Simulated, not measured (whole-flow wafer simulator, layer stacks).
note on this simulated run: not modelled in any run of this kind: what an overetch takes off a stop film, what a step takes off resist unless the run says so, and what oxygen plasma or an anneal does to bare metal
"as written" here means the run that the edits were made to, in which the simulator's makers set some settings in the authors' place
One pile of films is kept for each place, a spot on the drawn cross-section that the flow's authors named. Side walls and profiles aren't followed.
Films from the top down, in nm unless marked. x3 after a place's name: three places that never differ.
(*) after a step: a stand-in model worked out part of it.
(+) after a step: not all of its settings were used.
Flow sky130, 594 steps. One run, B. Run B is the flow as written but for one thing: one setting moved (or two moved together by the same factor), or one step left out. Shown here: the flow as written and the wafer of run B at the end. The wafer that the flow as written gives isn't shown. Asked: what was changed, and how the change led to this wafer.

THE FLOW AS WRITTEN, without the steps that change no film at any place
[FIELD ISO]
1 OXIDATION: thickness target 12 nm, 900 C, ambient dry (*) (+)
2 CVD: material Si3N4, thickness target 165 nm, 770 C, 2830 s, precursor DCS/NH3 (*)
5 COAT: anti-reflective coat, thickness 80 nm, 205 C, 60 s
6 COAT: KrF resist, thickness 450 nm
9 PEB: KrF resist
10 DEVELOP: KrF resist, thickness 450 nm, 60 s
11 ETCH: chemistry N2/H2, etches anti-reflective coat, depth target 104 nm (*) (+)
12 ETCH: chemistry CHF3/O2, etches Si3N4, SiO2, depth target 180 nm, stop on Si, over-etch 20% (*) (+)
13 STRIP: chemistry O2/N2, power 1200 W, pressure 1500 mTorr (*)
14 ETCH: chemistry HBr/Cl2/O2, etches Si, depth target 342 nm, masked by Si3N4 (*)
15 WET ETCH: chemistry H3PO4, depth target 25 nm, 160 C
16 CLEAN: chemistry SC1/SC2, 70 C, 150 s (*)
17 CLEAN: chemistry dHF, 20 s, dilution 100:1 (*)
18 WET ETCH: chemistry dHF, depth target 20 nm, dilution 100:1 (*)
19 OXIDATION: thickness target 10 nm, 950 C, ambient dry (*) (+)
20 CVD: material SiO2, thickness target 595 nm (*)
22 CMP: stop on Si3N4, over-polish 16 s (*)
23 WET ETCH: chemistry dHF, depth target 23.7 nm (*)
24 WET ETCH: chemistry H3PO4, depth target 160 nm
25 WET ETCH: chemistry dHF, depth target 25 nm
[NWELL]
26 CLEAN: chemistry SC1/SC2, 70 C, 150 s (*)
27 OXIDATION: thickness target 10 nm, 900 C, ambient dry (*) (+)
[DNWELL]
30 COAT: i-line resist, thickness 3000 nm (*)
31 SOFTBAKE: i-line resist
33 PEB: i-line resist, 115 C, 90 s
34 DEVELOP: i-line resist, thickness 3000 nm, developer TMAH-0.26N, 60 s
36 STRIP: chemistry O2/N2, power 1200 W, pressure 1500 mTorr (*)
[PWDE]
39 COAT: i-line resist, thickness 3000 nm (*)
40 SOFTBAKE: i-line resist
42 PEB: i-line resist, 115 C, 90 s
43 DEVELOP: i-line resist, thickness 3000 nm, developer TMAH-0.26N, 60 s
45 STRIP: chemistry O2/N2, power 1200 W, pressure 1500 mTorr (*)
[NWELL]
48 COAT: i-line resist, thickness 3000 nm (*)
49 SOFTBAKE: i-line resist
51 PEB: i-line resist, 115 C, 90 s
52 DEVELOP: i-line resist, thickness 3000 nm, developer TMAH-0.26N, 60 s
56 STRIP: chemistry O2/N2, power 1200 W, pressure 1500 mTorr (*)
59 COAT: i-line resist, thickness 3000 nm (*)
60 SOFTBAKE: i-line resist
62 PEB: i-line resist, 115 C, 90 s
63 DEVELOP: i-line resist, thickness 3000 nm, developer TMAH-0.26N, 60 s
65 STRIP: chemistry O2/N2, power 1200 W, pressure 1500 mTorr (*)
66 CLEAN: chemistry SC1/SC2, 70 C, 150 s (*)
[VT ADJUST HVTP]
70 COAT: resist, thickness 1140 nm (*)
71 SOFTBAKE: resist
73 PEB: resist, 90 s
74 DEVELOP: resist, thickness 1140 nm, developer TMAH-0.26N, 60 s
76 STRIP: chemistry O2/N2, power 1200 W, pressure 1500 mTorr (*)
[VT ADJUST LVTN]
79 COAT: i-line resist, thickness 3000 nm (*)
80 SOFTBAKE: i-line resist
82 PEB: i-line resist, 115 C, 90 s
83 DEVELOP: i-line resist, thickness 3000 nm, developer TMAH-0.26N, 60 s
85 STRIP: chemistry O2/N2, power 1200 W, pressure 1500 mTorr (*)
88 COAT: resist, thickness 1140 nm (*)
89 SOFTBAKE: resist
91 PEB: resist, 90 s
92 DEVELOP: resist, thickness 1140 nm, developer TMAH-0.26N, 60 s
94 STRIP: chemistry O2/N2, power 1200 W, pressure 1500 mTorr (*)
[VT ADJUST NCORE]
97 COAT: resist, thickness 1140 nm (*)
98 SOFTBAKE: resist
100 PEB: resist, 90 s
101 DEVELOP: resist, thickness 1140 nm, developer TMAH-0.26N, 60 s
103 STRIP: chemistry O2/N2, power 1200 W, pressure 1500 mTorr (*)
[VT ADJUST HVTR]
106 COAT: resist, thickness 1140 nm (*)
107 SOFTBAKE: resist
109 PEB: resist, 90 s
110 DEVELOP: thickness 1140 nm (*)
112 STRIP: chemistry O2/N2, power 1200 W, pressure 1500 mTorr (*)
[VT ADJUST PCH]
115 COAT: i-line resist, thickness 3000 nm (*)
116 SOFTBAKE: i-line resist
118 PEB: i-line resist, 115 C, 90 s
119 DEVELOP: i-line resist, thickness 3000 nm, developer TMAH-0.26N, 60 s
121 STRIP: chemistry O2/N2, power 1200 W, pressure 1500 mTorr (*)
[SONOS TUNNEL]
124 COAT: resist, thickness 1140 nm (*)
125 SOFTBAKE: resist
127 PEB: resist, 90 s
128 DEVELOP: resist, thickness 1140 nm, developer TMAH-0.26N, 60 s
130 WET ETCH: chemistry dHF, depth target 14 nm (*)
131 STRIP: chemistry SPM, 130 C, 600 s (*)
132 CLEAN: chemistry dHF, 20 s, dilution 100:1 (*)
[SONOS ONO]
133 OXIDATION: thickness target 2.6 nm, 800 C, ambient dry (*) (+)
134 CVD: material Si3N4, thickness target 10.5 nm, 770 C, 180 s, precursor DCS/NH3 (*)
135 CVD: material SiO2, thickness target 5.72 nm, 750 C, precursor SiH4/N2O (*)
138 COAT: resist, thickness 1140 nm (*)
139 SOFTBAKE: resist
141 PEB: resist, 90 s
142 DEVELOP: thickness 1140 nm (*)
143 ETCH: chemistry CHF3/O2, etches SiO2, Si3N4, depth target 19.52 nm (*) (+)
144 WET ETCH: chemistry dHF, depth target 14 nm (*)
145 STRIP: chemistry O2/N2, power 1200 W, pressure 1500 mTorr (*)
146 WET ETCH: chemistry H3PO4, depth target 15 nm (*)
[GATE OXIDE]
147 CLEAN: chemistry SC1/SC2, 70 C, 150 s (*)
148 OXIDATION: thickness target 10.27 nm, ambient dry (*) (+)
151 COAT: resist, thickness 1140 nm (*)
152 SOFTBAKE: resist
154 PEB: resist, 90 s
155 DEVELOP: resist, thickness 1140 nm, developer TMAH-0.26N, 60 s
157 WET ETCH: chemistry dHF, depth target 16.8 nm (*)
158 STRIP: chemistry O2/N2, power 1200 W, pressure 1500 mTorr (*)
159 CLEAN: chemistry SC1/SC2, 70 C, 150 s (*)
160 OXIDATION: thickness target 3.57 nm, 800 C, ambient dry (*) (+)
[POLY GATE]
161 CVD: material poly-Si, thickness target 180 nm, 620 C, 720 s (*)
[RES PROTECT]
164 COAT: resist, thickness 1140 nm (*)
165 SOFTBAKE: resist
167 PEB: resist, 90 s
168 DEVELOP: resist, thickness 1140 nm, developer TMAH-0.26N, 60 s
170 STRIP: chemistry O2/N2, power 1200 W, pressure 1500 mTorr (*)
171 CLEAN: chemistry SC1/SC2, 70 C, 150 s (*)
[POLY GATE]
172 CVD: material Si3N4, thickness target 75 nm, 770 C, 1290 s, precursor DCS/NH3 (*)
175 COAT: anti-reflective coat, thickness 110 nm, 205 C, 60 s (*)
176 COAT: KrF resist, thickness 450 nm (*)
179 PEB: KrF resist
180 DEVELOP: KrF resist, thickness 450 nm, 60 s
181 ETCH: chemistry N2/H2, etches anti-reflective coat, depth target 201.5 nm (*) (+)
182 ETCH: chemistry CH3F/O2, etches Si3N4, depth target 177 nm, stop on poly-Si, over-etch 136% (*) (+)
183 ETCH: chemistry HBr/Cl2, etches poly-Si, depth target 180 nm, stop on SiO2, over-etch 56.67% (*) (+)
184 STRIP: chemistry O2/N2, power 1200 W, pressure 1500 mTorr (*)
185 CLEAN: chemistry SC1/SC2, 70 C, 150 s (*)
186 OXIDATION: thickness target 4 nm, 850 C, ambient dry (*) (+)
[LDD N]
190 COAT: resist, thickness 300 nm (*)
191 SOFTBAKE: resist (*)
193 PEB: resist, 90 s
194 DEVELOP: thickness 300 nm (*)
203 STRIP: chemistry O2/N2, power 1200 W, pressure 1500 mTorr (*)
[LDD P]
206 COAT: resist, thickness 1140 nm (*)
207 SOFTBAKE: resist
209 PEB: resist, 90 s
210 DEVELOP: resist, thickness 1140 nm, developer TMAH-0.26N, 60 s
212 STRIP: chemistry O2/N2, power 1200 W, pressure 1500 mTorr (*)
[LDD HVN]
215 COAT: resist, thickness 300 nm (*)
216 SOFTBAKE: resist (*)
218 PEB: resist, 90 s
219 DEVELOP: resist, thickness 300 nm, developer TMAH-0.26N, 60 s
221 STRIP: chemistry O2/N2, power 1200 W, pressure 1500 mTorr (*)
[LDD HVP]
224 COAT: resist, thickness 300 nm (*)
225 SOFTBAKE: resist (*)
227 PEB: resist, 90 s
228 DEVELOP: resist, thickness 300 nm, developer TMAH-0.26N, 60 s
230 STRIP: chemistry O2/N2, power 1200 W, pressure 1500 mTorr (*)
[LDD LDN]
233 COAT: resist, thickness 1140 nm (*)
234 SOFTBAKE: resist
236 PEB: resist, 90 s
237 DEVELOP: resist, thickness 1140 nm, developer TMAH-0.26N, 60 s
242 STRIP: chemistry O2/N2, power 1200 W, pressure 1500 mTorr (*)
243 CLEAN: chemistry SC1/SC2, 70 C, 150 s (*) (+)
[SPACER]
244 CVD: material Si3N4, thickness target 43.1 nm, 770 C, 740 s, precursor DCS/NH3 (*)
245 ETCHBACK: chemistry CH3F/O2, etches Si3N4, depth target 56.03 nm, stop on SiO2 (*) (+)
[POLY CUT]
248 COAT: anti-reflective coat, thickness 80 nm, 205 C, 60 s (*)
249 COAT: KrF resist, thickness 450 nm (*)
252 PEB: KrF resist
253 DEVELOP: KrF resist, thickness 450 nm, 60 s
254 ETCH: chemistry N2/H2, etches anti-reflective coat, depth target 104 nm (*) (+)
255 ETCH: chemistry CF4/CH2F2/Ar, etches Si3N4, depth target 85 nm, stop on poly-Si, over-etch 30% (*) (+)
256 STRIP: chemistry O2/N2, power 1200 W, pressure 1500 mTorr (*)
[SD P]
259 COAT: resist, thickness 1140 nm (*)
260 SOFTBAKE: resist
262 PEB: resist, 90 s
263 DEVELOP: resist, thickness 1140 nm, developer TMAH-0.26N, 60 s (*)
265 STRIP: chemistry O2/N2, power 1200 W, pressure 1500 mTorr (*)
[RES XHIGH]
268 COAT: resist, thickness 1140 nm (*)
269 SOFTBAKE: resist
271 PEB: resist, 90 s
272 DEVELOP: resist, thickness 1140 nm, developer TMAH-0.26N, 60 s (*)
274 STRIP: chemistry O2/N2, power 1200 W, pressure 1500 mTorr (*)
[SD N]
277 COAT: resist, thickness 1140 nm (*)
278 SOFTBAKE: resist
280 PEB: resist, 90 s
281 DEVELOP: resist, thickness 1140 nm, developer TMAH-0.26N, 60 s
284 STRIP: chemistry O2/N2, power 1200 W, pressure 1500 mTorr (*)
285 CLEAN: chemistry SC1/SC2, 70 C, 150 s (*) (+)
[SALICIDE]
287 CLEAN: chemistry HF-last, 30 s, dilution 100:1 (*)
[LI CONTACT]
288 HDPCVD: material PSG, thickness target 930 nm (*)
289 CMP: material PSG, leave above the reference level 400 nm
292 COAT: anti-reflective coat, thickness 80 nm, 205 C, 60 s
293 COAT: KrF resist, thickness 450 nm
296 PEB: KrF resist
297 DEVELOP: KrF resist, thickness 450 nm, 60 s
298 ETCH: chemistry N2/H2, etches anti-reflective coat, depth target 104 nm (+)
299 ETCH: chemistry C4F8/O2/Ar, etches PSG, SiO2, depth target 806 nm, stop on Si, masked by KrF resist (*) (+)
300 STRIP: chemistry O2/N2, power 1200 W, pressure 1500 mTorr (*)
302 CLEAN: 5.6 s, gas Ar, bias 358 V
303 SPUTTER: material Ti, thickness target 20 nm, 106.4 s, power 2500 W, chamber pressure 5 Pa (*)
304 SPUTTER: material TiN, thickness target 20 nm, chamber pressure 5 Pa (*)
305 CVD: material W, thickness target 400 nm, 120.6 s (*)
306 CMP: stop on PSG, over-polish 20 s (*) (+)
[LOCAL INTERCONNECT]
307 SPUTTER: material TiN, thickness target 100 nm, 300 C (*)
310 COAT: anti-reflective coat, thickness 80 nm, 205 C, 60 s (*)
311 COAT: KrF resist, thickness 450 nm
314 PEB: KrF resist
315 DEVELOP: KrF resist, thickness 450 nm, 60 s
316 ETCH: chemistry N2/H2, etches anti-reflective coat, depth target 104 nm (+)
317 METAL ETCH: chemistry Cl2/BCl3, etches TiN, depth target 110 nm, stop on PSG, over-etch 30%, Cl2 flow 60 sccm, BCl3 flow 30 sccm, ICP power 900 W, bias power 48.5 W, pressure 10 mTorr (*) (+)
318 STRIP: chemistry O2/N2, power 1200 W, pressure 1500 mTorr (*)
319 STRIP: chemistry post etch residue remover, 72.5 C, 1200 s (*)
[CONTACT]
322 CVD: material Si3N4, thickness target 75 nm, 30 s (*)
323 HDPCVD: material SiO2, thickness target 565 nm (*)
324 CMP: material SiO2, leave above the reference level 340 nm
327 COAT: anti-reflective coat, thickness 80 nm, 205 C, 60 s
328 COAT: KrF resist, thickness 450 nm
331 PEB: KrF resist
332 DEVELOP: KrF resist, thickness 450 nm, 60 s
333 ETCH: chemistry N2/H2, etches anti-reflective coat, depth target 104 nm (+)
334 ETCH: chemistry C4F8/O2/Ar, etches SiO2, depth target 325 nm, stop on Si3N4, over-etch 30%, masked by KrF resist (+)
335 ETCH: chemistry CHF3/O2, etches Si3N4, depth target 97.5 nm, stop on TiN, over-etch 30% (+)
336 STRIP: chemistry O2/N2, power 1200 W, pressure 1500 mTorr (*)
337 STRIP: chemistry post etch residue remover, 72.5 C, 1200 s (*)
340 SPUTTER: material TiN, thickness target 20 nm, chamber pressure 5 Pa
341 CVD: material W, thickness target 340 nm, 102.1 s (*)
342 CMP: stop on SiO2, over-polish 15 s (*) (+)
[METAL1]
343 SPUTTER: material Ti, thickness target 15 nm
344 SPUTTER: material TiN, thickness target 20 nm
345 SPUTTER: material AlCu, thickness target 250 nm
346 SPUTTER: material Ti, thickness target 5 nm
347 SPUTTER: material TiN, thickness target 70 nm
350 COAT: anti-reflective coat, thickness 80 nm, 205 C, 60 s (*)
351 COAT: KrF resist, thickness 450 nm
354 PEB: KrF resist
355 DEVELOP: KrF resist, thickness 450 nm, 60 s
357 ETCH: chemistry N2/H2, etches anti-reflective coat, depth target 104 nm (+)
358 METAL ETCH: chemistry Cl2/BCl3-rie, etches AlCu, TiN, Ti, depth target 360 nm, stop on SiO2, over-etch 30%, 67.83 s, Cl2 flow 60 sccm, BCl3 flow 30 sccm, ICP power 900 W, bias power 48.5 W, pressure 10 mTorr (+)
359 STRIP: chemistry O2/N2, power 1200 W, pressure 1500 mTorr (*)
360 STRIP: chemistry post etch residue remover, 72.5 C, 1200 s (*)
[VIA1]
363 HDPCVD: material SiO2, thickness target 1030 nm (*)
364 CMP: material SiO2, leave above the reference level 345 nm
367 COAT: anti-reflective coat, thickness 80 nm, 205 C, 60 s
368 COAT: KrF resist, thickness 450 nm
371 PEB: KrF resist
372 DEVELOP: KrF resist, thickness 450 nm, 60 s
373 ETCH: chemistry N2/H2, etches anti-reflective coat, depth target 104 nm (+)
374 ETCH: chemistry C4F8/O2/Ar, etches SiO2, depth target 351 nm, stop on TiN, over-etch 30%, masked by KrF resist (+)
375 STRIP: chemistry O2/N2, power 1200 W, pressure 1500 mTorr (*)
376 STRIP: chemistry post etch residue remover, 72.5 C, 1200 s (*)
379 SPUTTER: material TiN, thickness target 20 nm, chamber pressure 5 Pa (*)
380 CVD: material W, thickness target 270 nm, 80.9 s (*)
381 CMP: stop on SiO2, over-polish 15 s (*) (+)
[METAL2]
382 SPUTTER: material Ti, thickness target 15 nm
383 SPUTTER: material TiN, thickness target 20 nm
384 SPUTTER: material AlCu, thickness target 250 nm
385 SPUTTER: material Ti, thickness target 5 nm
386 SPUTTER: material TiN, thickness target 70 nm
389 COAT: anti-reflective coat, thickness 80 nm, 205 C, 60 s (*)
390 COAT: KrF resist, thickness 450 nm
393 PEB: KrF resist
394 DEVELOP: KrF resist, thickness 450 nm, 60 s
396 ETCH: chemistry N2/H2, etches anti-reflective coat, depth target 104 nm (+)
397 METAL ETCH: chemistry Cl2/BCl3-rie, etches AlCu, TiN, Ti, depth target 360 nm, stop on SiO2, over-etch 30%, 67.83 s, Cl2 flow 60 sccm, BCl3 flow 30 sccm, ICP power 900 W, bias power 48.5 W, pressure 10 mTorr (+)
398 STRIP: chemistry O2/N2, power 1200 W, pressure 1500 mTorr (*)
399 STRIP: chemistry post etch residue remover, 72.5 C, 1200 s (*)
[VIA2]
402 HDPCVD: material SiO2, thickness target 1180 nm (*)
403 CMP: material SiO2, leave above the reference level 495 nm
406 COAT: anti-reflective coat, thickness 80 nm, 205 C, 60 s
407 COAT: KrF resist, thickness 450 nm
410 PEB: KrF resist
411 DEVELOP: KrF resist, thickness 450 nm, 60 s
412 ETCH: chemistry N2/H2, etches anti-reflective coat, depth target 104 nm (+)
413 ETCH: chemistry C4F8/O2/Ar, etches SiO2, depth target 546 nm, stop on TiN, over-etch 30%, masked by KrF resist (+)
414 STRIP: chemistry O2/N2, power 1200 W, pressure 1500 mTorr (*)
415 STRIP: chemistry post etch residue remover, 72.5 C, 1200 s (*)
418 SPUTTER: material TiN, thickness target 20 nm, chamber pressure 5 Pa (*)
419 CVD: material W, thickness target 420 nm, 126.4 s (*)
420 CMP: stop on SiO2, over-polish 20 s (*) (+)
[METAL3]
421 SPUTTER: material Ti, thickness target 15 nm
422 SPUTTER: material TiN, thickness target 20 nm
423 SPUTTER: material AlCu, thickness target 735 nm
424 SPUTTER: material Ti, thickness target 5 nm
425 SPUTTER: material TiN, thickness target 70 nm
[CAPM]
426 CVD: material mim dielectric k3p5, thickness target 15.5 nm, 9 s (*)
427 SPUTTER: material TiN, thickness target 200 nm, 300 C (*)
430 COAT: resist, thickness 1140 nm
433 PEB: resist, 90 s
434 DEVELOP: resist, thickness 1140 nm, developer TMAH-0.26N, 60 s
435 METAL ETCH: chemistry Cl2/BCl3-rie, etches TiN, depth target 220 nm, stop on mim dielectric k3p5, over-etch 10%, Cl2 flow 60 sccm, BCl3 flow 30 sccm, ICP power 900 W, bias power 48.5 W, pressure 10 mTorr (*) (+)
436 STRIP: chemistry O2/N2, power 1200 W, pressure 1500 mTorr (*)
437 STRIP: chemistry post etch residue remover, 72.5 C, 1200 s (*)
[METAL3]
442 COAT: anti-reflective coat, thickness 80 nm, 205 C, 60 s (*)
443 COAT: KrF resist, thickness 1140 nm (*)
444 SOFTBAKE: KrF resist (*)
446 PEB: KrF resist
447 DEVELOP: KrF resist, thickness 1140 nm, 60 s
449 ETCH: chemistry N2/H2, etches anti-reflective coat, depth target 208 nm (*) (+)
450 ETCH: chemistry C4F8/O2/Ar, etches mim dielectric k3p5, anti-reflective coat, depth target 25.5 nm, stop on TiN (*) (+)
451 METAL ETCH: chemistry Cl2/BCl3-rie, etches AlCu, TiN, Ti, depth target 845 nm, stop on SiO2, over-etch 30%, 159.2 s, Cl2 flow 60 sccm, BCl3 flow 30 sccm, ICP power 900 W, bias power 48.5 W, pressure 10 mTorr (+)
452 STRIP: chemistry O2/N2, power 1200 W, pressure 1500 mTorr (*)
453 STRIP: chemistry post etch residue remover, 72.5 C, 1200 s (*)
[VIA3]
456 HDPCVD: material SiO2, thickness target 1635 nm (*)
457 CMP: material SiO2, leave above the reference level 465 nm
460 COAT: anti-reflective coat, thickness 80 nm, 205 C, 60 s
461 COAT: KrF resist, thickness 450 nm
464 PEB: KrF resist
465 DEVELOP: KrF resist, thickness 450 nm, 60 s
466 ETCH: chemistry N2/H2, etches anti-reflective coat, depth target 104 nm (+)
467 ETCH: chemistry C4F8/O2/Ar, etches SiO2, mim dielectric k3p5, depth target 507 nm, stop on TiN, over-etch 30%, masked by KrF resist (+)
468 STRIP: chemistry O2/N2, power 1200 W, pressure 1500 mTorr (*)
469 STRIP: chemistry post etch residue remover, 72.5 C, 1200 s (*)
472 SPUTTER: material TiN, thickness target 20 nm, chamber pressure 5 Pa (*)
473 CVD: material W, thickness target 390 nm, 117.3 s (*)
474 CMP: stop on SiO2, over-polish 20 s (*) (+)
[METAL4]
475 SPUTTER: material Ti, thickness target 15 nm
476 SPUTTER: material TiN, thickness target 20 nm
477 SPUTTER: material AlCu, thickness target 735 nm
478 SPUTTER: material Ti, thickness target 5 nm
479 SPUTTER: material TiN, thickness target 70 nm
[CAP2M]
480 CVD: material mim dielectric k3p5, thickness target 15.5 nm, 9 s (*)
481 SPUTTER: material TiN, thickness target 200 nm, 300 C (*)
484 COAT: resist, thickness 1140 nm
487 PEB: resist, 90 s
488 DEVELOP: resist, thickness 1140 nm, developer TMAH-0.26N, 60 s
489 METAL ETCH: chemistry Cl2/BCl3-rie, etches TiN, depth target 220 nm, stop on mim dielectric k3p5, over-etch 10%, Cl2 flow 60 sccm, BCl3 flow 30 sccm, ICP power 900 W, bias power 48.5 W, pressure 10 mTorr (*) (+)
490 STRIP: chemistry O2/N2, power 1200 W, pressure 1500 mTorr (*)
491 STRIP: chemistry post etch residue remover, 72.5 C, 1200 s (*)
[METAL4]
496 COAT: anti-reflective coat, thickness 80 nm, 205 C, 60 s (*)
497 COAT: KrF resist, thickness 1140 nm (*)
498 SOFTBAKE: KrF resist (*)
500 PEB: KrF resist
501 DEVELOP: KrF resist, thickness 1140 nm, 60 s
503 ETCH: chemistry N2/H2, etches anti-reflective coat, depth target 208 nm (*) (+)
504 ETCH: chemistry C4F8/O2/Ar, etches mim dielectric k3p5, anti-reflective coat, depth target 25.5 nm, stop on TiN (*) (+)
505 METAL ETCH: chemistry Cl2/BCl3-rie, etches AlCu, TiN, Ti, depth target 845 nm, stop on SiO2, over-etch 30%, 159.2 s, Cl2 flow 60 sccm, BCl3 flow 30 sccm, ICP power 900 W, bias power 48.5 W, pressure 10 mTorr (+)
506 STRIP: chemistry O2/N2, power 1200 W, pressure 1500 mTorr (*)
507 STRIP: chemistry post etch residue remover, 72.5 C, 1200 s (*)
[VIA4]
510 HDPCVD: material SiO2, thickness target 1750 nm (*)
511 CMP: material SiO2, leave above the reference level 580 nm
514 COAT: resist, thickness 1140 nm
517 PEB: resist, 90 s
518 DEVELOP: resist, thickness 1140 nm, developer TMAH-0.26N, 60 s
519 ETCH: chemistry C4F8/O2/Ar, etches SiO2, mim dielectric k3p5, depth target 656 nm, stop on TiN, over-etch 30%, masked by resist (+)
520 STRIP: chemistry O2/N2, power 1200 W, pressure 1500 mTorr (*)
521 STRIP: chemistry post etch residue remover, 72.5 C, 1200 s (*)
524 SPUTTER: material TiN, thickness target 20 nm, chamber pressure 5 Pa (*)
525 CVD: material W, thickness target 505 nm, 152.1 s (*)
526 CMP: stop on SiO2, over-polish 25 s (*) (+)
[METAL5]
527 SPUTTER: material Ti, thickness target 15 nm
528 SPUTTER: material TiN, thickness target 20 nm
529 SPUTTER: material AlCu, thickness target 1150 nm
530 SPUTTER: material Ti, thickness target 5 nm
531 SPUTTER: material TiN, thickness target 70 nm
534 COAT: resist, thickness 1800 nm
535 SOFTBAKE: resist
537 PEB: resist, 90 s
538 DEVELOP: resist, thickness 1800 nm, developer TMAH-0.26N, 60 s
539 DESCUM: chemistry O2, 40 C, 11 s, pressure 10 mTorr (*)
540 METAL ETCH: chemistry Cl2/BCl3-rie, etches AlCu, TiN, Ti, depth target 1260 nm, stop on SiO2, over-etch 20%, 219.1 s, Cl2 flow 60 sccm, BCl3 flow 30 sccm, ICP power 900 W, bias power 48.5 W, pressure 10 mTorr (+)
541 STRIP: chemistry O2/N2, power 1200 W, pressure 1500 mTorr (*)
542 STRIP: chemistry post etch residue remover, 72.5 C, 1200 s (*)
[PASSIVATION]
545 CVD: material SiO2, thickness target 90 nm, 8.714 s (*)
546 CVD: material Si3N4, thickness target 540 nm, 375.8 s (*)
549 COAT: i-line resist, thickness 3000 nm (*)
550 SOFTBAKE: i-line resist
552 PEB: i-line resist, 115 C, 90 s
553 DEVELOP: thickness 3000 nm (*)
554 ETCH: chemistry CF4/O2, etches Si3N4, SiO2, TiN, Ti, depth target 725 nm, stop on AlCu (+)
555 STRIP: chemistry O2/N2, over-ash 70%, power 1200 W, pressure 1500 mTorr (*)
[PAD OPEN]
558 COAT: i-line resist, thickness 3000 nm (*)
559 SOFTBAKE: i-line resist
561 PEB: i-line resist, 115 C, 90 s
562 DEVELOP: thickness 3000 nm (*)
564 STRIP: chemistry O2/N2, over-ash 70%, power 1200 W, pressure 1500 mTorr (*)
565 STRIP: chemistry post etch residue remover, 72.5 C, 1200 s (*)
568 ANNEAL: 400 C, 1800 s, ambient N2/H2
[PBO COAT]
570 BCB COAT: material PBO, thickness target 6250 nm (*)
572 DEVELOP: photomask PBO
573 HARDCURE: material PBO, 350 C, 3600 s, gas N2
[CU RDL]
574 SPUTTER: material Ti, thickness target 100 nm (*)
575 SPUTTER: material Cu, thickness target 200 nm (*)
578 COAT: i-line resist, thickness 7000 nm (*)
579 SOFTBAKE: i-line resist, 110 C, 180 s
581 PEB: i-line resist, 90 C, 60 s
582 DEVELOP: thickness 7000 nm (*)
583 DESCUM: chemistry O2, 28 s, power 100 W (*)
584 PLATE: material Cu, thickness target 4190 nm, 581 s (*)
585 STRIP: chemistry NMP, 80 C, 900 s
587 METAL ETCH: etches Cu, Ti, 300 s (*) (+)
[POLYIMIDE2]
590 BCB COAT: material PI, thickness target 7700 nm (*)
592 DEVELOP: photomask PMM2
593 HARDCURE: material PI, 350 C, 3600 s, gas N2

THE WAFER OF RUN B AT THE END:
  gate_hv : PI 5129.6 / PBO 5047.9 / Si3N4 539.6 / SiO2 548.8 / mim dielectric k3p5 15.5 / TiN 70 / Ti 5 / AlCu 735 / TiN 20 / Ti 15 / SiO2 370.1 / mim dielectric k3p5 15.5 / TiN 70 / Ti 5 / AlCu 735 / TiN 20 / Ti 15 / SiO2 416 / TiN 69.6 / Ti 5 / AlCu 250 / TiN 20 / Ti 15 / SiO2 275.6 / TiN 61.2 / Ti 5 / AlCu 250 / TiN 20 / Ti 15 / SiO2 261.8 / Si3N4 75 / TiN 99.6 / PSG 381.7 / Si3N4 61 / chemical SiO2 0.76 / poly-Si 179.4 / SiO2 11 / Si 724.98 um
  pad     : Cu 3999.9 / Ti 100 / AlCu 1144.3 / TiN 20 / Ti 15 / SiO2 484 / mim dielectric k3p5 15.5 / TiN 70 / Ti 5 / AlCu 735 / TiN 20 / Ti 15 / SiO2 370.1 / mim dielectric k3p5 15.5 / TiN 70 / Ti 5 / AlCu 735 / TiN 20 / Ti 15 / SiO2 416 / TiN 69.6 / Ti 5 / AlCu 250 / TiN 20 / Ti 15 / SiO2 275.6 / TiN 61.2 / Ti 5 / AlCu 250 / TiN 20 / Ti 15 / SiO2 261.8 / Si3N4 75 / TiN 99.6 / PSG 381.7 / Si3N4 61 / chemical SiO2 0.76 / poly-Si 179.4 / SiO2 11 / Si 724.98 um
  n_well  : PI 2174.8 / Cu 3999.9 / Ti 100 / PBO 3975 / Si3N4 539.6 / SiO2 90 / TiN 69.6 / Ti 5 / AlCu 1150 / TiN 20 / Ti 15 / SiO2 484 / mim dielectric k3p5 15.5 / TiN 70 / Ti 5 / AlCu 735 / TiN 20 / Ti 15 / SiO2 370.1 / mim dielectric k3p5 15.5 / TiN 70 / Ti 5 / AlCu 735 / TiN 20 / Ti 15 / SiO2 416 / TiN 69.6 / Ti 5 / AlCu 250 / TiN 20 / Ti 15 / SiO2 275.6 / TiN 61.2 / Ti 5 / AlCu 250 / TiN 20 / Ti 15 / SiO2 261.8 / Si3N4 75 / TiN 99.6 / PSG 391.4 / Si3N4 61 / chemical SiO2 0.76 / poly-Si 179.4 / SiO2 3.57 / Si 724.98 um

The cause: step 347, SPUTTER: thickness target 61.6 nm was run, where the flow has thickness target 70 nm.

How the change led to this, step by step:
  347 SPUTTER: material TiN, thickness target 70 nm
      field, active, n_well and 188 more: TiN +61.6 (new film) (as written it would be: TiN +70 (new film))
  358 METAL ETCH: chemistry Cl2/BCl3-rie, etches AlCu, TiN, Ti, depth target 360 nm, stop on SiO2, over-etch 30%, 67.83 s, Cl2 flow 60 sccm, BCl3 flow 30 sccm, ICP power 900 W, bias power 48.5 W, pressure 10 mTorr (+)
      field, active, gate and 81 more: TiN -60.3 (all of it), Ti -5 (all of it), AlCu -250 (all of it), TiN -20 (all of it), Ti -15 (all of it), SiO2 -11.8 (as written it would be: TiN -68.7 (all of it), Ti -5 (all of it), AlCu -250 (all of it), TiN -20 (all of it), Ti -15 (all of it), SiO2 -10.9)
  374 ETCH: chemistry C4F8/O2/Ar, etches SiO2, depth target 351 nm, stop on TiN, over-etch 30%, masked by KrF resist (+)
      m1, via1_hole: SiO2 -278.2 (all of it) (as written it would be: SiO2 -269.8 (all of it))
